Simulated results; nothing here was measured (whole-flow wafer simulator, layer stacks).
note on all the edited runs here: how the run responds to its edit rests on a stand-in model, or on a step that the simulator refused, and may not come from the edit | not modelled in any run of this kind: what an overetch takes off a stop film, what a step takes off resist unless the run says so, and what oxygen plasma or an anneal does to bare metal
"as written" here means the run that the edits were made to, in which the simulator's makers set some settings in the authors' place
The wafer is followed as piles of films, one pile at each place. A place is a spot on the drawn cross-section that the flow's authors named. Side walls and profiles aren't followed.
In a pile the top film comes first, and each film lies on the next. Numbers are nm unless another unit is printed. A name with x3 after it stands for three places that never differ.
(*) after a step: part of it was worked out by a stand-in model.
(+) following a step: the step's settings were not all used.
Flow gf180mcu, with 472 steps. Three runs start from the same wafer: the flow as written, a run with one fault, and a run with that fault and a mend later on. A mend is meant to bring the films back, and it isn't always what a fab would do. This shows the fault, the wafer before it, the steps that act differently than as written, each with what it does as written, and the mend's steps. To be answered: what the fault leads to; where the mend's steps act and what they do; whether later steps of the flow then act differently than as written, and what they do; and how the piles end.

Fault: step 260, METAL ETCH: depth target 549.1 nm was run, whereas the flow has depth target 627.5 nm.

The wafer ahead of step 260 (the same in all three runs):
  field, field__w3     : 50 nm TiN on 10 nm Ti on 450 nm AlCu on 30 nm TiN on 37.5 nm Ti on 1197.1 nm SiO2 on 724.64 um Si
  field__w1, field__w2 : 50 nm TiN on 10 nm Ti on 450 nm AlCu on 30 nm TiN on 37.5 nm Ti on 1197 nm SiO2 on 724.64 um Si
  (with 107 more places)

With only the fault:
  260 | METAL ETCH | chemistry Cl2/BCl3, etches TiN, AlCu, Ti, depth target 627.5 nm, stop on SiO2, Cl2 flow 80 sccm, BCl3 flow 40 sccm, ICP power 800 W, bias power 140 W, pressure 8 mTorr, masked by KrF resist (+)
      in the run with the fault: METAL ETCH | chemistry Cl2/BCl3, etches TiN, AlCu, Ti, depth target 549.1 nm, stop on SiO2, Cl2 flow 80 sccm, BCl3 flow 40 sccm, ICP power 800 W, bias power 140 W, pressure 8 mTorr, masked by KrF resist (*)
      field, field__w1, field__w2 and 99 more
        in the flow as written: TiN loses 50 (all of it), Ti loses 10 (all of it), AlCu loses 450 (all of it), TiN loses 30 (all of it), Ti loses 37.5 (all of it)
        in the run with the fault: TiN loses 50 (all of it), Ti loses 10 (all of it), AlCu loses 450 (all of it), TiN loses 30 (all of it), Ti loses 9.1
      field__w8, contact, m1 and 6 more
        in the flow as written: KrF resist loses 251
        in the run with the fault: KrF resist loses 219.6
  Later steps of the flow acting differently than as written:
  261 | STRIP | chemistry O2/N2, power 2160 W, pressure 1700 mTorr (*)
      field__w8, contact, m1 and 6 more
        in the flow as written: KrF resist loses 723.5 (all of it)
        in the run with the fault: KrF resist loses 754.9 (all of it)
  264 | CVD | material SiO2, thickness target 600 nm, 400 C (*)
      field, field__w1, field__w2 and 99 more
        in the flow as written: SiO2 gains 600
        in the run with the fault: SiO2 gains 600 (new film)
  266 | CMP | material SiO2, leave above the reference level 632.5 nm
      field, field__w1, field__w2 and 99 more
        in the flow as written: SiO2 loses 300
        in the run with the fault: SiO2 loses 328.4
  At field, field__w1, field__w2 and 100 more, the piles at the end differ from the flow's by more than 2% or 0.5 nm, whichever is larger.
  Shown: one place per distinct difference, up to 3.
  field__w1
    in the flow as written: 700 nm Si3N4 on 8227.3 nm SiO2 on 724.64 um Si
    in the run with the fault: 700 nm Si3N4 on 7001.8 nm SiO2 on 28.4 nm Ti on 1197 nm SiO2 on 724.64 um Si
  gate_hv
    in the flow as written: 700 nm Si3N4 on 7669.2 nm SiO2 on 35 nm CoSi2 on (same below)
    in the run with the fault: 700 nm Si3N4 on 7001.8 nm SiO2 on 28.4 nm Ti on 638.9 nm SiO2 on 35 nm CoSi2 on (same below)
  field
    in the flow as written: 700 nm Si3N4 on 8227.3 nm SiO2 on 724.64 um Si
    in the run with the fault: 700 nm Si3N4 on 7001.8 nm SiO2 on 28.4 nm Ti on 1197.1 nm SiO2 on 724.64 um Si

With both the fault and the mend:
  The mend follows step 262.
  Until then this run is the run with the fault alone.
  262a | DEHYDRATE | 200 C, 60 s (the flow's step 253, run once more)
      leaves every film unchanged at each place that is followed
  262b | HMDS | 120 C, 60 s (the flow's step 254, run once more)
      leaves every film unchanged at each place that is followed
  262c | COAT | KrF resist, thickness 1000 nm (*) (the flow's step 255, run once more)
      iso_ptap_pw, iso_ntap_nw, iso_nw_fld and 33 more
        KrF resist gains 1000 (new film)
      field__w11, field__w13, p_well and 9 more
        KrF resist gains 1003.5 (new film)
      field_sub__w3, field_sub__w4, ld_sd_p and 6 more
        KrF resist gains 1003.1 (new film)
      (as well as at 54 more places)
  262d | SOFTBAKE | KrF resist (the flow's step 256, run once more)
      leaves every film unchanged at each place that is followed
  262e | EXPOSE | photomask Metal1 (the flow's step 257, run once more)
      leaves every film unchanged at each place that is followed
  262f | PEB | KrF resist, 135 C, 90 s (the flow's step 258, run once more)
      field__w1, field__w2, field__w3 and 55 more
        KrF resist loses 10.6
      iso_ptap_pw, iso_ntap_nw, iso_nw_fld and 33 more
        KrF resist loses 10.5
      gate_hv, sd_p, nw_enc_fld_lv__w3
        KrF resist loses 10.7
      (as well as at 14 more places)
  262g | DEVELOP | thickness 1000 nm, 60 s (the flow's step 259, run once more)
      iso_ptap_pw, iso_ntap_nw, iso_nw_fld and 33 more
        KrF resist loses 989.5 (all of it)
      field__w2, field__w3, field__w7 and 13 more
        KrF resist loses 993 (all of it)
      field__w8, contact, m1 and 6 more
        KrF resist loses 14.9
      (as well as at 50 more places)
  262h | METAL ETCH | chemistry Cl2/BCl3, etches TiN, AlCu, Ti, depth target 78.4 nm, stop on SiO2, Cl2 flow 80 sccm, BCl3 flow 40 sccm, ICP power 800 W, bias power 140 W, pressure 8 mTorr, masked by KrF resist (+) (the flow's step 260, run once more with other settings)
      field, field__w1, field__w2 and 99 more
        Ti loses 28.4 (all of it)
      field__w8, contact, m1 and 6 more
        KrF resist loses 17
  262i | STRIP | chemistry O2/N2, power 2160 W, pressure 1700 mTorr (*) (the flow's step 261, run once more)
      field__w8
        KrF resist loses 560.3 (all of it)
      contact
        KrF resist loses 558.2 (all of it)
      m1
        KrF resist loses 561.7 (all of it)
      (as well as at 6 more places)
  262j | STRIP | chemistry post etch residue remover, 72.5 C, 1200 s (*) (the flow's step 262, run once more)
      field__w8, contact, m1 and 6 more
        TiN loses 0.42
  Later steps of the flow that are run all act as written at every place that is followed, up to a difference of at most 2% or 0.5 nm, whichever is larger.
  The piles end only slightly different from the flow's at the places that both follow, by no more than 2% or 0.5 nm, whichever is larger.
